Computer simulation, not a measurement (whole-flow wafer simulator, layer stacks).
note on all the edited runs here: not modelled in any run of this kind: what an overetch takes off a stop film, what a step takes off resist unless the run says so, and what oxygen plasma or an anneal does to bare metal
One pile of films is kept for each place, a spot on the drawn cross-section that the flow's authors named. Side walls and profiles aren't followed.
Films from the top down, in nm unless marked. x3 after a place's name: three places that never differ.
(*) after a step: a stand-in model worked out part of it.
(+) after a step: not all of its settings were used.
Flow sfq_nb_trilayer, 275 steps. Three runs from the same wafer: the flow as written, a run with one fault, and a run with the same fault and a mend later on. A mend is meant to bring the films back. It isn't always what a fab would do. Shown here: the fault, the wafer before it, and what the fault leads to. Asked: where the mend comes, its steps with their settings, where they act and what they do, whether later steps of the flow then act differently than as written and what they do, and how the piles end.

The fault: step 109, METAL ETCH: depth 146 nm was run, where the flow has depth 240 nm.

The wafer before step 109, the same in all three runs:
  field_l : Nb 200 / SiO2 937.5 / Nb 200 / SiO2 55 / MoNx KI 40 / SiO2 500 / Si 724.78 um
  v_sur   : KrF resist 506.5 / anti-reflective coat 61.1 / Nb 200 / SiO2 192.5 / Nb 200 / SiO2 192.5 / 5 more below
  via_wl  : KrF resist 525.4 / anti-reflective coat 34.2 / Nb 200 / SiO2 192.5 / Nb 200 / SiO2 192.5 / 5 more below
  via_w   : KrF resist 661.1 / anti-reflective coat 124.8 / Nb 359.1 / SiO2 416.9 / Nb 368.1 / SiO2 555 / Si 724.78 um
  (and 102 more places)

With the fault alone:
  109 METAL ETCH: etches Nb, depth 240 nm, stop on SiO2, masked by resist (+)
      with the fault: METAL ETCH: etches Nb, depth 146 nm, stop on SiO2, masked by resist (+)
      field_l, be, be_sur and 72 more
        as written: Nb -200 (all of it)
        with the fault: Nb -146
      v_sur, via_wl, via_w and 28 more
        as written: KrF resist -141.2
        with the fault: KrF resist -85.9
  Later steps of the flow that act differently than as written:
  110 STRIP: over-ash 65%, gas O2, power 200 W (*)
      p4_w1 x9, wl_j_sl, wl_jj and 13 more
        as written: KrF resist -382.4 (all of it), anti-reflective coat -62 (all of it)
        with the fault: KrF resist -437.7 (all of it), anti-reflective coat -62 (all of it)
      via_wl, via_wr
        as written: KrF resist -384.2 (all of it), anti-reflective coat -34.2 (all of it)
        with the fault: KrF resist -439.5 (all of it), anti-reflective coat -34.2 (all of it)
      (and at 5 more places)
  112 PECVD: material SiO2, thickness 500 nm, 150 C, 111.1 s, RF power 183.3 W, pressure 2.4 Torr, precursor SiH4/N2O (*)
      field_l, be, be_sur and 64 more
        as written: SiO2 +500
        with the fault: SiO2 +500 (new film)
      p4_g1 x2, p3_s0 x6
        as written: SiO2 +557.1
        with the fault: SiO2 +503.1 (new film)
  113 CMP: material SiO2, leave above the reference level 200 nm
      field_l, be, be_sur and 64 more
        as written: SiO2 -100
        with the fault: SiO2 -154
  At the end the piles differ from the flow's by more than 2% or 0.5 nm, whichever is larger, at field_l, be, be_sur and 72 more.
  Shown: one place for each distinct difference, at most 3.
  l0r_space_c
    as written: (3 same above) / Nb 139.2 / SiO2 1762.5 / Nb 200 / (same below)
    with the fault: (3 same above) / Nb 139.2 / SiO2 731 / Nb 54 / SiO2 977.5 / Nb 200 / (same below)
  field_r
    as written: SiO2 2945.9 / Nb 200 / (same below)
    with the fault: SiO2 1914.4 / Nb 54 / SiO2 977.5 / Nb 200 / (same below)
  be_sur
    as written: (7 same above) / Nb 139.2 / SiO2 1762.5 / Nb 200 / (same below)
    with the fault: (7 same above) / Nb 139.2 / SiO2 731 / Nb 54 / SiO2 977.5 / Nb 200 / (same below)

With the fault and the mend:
  The mend comes after step 109.
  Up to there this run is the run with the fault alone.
  109a METAL ETCH: etches Nb, depth 94 nm, stop on SiO2, masked by resist (+) (the flow's step 109 once more, with other settings)
      field_l, be, be_sur and 72 more
        Nb -54 (all of it)
      v_sur, via_wl, via_w and 28 more
        KrF resist -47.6
  Later steps of the flow that act differently than as written:
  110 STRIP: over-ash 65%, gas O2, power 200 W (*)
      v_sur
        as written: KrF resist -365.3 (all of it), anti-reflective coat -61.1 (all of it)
        with the mend: KrF resist -373 (all of it), anti-reflective coat -61.1 (all of it)
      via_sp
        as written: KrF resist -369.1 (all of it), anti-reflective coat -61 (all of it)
        with the mend: KrF resist -376.8 (all of it), anti-reflective coat -61 (all of it)
  At the end the piles are the same as the flow's at every place that both follow.
